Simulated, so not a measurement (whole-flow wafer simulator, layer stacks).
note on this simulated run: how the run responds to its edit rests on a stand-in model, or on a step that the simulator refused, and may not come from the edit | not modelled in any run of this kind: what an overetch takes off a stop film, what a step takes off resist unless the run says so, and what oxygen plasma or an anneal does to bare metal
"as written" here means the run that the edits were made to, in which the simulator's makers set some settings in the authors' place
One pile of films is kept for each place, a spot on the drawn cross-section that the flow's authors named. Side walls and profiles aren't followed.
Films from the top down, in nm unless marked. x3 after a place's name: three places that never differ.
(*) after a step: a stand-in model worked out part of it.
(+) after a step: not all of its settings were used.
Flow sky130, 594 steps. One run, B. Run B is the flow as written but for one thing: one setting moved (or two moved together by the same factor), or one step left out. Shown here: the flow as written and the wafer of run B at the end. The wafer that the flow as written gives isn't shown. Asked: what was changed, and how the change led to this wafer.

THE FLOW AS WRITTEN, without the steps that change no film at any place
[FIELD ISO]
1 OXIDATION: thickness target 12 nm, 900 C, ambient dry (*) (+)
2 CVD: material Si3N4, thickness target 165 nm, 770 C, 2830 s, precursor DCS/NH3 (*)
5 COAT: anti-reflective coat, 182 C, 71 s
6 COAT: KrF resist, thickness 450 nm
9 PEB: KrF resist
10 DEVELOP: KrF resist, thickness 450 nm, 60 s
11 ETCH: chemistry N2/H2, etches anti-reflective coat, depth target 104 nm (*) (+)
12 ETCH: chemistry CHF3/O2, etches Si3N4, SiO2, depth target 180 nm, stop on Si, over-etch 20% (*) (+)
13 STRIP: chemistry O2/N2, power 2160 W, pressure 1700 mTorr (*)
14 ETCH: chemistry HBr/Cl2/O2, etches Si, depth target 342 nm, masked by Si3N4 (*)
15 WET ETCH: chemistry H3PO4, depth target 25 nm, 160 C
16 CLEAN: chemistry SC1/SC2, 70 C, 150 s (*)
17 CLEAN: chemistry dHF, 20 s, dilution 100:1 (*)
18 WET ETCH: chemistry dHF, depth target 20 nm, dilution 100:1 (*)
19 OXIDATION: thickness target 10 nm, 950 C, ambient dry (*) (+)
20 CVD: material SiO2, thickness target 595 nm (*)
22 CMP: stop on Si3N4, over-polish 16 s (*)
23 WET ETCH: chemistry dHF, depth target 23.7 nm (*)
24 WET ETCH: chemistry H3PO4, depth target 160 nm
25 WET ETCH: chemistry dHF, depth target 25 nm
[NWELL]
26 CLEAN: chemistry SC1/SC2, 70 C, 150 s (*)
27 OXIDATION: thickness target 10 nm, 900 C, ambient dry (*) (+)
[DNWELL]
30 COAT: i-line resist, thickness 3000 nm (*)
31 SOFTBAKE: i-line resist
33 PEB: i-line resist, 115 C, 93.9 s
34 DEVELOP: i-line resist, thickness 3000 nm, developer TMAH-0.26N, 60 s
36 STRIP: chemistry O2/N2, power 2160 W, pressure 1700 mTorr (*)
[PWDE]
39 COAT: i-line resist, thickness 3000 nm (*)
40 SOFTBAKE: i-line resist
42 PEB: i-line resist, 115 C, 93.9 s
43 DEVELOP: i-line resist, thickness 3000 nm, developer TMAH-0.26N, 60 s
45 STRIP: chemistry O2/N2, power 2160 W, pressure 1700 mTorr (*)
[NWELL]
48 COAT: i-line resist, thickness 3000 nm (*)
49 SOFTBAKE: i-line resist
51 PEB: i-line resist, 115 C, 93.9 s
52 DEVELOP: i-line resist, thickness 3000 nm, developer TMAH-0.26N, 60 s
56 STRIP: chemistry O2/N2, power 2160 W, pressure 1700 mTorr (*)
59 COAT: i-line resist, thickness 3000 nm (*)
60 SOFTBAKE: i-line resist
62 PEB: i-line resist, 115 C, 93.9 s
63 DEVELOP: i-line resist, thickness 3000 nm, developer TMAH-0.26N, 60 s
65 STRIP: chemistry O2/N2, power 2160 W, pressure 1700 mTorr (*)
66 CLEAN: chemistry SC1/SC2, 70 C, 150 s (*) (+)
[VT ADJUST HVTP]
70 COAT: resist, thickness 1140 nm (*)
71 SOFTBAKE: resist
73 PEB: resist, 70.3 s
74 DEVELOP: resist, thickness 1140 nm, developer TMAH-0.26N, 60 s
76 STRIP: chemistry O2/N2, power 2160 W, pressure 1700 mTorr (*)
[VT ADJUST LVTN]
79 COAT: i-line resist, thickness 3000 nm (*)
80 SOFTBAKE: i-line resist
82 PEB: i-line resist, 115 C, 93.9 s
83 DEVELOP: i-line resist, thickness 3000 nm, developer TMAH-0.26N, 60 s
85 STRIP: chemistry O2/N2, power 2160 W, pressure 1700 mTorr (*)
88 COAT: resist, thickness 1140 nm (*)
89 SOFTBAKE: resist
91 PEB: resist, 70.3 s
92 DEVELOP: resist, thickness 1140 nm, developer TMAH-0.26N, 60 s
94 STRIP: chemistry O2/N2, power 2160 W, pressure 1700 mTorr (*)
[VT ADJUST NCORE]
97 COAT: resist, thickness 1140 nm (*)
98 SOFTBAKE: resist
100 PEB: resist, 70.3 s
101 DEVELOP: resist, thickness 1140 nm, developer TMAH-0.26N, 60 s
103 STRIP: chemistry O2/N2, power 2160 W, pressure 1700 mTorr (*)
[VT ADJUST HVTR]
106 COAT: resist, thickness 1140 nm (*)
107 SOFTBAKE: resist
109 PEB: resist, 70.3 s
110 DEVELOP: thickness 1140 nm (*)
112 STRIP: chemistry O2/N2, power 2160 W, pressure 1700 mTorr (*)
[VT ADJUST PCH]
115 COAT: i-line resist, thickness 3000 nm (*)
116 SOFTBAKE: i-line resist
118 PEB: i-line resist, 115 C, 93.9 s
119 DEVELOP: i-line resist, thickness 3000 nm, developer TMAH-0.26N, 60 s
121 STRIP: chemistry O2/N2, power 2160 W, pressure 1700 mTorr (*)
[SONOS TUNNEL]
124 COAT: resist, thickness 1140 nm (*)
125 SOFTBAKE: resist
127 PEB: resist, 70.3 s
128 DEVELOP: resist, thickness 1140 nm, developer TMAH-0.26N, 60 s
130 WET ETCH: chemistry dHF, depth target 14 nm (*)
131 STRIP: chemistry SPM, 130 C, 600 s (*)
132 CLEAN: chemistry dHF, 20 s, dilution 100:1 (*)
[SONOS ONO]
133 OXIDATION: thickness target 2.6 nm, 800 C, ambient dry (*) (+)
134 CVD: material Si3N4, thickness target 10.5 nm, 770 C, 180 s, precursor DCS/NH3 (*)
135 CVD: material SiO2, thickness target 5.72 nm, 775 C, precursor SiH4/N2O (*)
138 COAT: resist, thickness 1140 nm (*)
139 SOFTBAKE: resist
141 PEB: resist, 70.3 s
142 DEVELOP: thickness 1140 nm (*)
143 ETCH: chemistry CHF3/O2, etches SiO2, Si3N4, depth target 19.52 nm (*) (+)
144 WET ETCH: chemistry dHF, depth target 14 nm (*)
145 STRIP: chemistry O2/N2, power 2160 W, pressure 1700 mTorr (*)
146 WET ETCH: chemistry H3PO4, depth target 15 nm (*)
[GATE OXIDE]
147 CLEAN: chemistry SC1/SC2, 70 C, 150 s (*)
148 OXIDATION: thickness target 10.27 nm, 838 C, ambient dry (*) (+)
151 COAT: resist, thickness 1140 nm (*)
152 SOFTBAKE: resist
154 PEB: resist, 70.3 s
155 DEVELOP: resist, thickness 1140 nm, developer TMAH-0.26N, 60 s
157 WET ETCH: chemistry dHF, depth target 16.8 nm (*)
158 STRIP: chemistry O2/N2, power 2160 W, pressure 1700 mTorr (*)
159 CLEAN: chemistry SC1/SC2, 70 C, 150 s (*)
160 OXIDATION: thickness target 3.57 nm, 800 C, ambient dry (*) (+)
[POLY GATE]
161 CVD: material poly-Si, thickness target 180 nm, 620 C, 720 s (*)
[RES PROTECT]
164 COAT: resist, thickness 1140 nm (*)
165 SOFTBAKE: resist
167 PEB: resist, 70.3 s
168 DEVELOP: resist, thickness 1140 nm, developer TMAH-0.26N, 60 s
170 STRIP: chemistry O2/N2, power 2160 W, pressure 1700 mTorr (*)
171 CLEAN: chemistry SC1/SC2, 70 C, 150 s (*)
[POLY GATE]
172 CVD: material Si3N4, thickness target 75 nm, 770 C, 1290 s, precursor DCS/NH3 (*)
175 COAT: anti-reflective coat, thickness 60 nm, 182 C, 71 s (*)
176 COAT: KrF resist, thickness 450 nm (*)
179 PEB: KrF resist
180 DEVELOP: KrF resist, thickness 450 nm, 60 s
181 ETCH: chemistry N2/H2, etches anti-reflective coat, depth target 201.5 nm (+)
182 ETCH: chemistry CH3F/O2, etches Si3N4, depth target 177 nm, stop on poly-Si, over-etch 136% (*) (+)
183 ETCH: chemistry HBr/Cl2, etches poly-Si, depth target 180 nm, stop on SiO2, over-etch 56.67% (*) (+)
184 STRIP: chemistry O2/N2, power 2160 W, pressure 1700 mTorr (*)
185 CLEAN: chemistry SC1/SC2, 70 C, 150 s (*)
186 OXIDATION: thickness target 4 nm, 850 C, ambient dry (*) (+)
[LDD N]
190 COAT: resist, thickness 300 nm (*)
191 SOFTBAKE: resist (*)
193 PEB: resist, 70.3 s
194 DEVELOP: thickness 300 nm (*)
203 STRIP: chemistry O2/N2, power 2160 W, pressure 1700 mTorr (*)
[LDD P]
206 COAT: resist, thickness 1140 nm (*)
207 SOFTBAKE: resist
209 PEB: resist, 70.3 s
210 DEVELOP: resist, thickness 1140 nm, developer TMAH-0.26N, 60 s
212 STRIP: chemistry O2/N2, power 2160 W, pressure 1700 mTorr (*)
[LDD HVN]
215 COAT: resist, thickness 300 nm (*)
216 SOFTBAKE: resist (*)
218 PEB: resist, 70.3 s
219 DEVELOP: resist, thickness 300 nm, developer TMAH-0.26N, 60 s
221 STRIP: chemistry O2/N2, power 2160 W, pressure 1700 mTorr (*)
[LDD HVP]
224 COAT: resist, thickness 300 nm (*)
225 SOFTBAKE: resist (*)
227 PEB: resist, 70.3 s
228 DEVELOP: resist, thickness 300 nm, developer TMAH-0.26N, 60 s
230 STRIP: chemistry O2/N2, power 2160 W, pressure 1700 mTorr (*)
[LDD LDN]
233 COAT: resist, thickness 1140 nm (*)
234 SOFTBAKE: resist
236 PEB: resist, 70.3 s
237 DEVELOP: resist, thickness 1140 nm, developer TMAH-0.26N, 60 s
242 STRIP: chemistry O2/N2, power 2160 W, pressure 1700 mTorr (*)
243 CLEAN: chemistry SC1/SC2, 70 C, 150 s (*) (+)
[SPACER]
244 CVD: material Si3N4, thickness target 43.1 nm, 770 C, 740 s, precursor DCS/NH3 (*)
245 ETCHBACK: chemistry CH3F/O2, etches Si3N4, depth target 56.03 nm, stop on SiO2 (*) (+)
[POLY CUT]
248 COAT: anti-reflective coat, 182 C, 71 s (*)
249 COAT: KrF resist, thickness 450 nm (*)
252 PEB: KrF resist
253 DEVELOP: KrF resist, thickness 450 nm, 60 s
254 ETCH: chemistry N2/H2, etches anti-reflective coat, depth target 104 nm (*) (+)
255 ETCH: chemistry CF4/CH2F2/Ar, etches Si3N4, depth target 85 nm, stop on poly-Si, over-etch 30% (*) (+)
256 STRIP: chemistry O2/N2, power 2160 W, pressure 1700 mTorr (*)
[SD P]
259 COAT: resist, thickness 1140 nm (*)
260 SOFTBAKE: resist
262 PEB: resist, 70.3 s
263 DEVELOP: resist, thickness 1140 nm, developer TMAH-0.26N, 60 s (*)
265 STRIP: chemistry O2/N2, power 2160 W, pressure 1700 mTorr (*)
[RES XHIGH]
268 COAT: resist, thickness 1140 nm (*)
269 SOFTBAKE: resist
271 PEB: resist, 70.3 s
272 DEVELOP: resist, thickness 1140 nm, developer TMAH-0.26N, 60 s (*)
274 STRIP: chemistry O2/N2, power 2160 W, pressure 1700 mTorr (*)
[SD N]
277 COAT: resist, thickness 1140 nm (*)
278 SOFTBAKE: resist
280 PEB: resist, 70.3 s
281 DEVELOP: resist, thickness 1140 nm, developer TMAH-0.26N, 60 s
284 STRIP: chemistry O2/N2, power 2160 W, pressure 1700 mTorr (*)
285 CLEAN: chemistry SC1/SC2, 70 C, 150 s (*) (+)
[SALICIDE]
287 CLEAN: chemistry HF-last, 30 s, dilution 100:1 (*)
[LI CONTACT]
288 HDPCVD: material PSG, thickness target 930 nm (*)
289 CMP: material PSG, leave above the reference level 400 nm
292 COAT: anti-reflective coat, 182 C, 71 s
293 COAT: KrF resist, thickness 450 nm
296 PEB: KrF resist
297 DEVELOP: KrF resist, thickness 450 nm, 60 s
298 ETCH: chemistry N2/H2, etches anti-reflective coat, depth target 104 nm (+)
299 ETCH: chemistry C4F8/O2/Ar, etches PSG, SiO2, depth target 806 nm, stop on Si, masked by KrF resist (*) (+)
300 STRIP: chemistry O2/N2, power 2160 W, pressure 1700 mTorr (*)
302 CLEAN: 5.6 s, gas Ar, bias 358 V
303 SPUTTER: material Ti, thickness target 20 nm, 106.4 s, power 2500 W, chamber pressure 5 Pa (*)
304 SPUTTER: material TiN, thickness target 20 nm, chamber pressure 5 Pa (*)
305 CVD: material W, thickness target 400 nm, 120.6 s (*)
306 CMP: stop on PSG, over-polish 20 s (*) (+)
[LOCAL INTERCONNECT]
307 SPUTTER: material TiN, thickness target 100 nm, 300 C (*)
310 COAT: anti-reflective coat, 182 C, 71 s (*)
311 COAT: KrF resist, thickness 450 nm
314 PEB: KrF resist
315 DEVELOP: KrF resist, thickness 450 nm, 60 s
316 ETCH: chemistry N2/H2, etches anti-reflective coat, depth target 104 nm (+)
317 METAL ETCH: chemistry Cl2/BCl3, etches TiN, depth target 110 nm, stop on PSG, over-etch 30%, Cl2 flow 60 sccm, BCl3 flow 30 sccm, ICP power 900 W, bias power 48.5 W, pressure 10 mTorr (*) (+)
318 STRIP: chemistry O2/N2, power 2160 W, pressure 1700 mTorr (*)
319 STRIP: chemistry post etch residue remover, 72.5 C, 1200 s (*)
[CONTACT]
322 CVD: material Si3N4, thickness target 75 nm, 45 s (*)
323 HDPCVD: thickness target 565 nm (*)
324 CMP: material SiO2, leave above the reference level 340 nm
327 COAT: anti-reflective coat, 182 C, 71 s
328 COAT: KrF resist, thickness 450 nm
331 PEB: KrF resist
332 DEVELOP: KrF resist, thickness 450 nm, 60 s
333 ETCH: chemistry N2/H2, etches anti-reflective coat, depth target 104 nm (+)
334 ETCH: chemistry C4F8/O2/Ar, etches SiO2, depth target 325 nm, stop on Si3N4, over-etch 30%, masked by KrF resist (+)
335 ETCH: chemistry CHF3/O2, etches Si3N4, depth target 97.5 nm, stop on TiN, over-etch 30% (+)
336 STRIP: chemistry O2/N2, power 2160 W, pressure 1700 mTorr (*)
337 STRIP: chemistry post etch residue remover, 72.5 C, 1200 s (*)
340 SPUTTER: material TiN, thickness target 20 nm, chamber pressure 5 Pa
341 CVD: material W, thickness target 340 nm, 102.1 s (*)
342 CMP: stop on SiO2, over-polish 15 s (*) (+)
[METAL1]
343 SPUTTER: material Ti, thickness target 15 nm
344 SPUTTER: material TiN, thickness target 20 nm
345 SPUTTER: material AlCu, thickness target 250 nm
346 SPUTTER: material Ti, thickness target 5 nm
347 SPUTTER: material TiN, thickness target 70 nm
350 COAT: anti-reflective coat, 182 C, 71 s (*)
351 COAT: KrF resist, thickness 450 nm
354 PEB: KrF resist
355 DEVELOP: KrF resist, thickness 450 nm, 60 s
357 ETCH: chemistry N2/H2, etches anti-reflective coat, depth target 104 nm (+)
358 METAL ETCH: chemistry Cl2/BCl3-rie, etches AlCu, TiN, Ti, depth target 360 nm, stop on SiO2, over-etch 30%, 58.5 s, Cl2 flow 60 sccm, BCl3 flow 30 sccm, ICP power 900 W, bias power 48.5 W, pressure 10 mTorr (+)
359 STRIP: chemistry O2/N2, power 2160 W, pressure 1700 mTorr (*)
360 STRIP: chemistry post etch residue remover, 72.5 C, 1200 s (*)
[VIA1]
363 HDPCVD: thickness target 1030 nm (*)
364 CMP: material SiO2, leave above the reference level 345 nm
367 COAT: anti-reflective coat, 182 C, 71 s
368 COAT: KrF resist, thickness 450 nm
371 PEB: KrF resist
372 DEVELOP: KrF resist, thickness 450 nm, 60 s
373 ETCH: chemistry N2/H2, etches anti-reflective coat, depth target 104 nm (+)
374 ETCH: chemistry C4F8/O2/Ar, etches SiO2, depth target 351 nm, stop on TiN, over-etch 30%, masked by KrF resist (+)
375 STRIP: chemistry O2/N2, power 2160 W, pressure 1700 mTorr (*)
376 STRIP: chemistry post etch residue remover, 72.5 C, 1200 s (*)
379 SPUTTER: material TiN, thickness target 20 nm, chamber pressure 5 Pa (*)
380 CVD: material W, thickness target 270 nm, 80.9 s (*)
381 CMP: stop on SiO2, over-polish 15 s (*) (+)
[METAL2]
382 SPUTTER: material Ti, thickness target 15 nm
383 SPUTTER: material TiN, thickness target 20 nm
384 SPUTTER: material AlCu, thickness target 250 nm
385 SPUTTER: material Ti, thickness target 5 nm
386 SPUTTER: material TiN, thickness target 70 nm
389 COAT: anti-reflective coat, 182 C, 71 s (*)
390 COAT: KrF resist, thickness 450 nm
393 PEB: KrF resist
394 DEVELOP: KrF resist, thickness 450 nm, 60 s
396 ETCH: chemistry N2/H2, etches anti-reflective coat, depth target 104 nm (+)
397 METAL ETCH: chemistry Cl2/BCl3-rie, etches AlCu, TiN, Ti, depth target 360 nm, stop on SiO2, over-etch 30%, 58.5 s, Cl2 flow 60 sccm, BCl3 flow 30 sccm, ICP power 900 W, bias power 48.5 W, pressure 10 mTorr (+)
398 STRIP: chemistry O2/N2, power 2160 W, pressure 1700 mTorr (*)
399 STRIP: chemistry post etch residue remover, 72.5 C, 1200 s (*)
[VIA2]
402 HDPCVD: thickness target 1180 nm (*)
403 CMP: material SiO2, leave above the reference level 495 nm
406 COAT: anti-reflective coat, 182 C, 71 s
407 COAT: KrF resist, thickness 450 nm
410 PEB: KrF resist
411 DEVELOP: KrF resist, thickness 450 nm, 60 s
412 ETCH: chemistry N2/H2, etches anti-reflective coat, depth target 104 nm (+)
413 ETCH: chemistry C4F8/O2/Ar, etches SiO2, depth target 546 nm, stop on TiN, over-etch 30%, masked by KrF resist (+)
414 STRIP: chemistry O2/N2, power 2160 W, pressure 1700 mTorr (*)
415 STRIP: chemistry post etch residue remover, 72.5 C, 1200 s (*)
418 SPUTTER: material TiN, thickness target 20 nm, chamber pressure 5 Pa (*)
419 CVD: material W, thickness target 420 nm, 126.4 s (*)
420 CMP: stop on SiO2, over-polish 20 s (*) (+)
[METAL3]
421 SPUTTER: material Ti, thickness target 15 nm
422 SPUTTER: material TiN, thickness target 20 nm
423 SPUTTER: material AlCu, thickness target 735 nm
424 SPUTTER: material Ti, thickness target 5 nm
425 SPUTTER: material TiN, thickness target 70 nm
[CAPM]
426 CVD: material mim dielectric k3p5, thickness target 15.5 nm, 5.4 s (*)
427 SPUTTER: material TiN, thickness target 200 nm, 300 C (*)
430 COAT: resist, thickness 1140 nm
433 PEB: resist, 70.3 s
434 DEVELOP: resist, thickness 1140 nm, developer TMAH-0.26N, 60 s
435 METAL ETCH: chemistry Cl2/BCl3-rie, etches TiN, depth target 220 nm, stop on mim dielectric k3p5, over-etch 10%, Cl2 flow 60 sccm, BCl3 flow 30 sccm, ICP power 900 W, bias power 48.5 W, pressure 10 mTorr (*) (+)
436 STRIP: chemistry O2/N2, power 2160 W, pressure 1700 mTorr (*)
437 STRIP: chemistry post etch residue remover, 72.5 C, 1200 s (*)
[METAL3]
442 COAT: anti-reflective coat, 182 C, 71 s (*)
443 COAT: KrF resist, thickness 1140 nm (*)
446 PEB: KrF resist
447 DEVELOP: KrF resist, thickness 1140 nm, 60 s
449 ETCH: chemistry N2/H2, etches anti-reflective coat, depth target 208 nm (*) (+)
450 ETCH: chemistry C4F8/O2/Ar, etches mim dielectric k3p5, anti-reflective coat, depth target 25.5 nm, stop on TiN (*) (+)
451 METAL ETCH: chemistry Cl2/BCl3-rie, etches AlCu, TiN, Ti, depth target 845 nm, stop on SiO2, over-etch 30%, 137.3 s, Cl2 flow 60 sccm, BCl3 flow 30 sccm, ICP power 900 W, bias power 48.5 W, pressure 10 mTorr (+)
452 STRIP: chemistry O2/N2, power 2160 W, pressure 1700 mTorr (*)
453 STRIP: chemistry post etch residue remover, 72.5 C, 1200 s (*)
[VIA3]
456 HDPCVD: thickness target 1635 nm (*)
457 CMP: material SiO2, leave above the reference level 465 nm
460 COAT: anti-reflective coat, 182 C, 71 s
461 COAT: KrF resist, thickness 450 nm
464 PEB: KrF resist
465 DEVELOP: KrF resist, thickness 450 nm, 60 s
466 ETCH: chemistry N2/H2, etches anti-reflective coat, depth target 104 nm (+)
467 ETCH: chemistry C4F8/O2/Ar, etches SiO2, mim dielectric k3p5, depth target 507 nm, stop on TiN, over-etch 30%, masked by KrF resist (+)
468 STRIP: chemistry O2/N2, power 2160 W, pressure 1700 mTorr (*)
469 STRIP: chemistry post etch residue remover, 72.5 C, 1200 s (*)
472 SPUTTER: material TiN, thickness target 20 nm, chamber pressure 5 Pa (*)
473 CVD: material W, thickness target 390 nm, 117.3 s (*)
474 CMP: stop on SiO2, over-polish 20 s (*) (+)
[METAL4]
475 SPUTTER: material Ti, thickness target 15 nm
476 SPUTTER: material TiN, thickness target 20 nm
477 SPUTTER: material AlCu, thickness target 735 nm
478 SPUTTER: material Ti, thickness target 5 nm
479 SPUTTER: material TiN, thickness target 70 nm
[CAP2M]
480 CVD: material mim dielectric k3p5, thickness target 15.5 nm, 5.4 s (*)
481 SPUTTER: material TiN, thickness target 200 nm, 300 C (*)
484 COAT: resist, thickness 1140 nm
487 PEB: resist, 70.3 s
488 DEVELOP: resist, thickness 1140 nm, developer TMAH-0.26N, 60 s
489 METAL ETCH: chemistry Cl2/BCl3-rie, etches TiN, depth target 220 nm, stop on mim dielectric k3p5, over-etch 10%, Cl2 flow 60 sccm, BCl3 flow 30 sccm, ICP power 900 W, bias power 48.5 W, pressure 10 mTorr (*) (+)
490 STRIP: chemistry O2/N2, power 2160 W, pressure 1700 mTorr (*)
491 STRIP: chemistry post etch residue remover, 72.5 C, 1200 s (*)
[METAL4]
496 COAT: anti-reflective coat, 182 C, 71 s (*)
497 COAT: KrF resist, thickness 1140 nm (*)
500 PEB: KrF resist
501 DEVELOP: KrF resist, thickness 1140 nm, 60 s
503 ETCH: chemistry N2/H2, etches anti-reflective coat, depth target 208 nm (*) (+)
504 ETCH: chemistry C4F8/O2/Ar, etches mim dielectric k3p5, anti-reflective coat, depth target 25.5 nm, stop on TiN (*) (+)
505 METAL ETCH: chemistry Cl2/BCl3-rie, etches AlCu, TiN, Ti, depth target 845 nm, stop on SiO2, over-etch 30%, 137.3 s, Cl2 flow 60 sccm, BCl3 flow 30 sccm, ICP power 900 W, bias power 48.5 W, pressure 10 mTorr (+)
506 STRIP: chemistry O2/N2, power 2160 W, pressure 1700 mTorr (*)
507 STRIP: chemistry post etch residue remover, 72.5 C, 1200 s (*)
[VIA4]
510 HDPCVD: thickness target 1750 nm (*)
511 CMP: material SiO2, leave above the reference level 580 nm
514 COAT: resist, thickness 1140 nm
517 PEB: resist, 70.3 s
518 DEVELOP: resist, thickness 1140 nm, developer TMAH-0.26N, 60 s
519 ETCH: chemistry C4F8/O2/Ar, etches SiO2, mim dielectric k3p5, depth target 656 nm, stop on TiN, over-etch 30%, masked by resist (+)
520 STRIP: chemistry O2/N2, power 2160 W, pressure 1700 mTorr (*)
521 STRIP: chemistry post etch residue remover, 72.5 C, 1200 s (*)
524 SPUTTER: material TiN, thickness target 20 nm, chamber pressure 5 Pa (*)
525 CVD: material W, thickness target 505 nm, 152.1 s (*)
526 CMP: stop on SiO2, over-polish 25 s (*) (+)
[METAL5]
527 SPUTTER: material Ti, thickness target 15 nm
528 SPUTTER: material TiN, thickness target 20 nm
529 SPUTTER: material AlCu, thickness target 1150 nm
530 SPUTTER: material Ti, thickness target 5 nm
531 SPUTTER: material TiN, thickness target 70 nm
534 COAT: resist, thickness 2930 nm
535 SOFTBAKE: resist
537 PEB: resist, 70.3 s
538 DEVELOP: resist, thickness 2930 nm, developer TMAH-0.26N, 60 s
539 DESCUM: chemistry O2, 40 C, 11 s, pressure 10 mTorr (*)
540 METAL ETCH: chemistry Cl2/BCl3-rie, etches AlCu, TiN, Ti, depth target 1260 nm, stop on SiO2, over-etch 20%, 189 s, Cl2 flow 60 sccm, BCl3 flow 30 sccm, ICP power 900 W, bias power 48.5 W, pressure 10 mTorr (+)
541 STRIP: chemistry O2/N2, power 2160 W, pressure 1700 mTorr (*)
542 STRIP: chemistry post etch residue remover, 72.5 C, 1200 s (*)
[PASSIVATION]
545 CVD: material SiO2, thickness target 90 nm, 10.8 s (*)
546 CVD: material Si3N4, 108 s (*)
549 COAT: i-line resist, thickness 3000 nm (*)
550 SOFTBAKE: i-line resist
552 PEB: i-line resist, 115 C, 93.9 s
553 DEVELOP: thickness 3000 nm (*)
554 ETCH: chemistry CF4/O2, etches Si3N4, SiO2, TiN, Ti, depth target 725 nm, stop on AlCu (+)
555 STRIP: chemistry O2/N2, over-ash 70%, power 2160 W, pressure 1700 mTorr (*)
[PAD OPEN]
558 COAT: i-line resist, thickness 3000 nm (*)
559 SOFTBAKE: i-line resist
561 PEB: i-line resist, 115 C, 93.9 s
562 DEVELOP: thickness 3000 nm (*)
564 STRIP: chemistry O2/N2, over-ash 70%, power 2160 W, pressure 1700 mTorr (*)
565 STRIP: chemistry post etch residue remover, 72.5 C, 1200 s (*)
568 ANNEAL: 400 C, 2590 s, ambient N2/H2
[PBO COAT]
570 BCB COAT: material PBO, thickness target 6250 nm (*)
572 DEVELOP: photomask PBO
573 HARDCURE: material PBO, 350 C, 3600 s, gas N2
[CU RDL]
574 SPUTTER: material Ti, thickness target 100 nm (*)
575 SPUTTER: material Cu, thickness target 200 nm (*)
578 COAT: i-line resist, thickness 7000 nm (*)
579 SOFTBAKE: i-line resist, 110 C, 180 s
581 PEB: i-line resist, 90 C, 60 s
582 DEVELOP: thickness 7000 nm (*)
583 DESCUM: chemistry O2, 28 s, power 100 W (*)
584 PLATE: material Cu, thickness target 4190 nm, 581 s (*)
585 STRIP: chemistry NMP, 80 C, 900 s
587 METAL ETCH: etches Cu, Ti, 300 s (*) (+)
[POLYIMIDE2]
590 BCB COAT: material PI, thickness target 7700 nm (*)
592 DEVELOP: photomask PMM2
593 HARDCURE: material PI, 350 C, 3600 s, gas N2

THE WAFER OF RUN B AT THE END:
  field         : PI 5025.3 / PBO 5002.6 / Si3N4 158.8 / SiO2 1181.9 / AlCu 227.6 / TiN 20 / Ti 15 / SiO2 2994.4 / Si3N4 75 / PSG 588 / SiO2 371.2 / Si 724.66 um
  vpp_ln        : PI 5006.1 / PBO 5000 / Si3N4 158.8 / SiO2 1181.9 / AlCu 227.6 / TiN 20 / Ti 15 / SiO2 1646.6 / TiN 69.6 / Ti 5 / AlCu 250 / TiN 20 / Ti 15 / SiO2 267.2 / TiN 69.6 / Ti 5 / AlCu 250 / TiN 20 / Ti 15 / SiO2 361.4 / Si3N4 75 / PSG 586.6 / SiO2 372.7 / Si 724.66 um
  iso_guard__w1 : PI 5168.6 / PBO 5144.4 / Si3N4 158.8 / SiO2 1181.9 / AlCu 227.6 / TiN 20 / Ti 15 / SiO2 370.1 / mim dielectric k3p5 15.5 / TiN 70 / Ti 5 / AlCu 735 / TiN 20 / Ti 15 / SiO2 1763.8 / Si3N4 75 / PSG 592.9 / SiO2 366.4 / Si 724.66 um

The cause: step 505, METAL ETCH: depth target 443.6 nm was run, where the flow has depth target 845 nm; step 505, METAL ETCH: 72.1 s was run, where the flow has 137.3 s.

How the change led to this, step by step:
  505 METAL ETCH: chemistry Cl2/BCl3-rie, etches AlCu, TiN, Ti, depth target 845 nm, stop on SiO2, over-etch 30%, 137.3 s, Cl2 flow 60 sccm, BCl3 flow 30 sccm, ICP power 900 W, bias power 48.5 W, pressure 10 mTorr (+)
      field, gate, spacer and 68 more: TiN -70 (all of it), Ti -5 (all of it), AlCu -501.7 (as written it would be: TiN -70 (all of it), Ti -5 (all of it), AlCu -735 (all of it), TiN -20 (all of it), Ti -15 (all of it), SiO2 -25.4)
      active, vpp_iso1, mim_edge_plate and 14 more: TiN -70 (all of it), Ti -5 (all of it), AlCu -501.7 (as written it would be: TiN -70 (all of it), Ti -5 (all of it), AlCu -735 (all of it), TiN -20 (all of it), Ti -15 (all of it), SiO2 -25.3)
      (and at 105 more places)
  506 STRIP: chemistry O2/N2, power 2160 W, pressure 1700 mTorr (*)
      n_well, p_well, gate_hv and 82 more: KrF resist -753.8 (all of it), anti-reflective coat -80 (all of it) (as written it would be: KrF resist -492.9 (all of it), anti-reflective coat -80 (all of it))
      vcap_hvt, varactor_hvt_edge, varactor_hvt_sp: KrF resist -755.4 (all of it), anti-reflective coat -80.3 (all of it) (as written it would be: KrF resist -494.5 (all of it), anti-reflective coat -80.3 (all of it))
      (and at 17 more places)
  507 STRIP: chemistry post etch residue remover, 72.5 C, 1200 s (*)
      field, active, gate and 85 more: AlCu -5.72 (as written it would be: nothing)
  510 HDPCVD: thickness target 1750 nm (*)
      field, active, gate and 85 more: SiO2 +1750 (new film) (as written it would be: SiO2 +1750)
  511 CMP: material SiO2, leave above the reference level 580 nm
      field, active, gate and 77 more: SiO2 -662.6 (as written it would be: SiO2 -374.7)
      iso_guard__w1, mim_edge_gap, vpp_l1ln, vpp_m3ln, rpm_encl, via2_enc, rpm_encl_psd, iso_guard_nsd_tip: SiO2 -662.6 (as written it would be: SiO2 -374.6)
Counting metal films that touch as one body, field has 1 body; the flow as written gives 0 bodies.
Counting metal films that touch as one body, vpp_ln has 3 bodies (between them, from the top down: SiO2 1646.6; SiO2 267.2); the flow as written gives 2 bodies (between them, from the top down: SiO2 267.2).
Counting metal films that touch as one body, iso_guard__w1 has 2 bodies (between them, from the top down: SiO2 370.1 / mim dielectric k3p5 15.5); the flow as written gives 1 body.
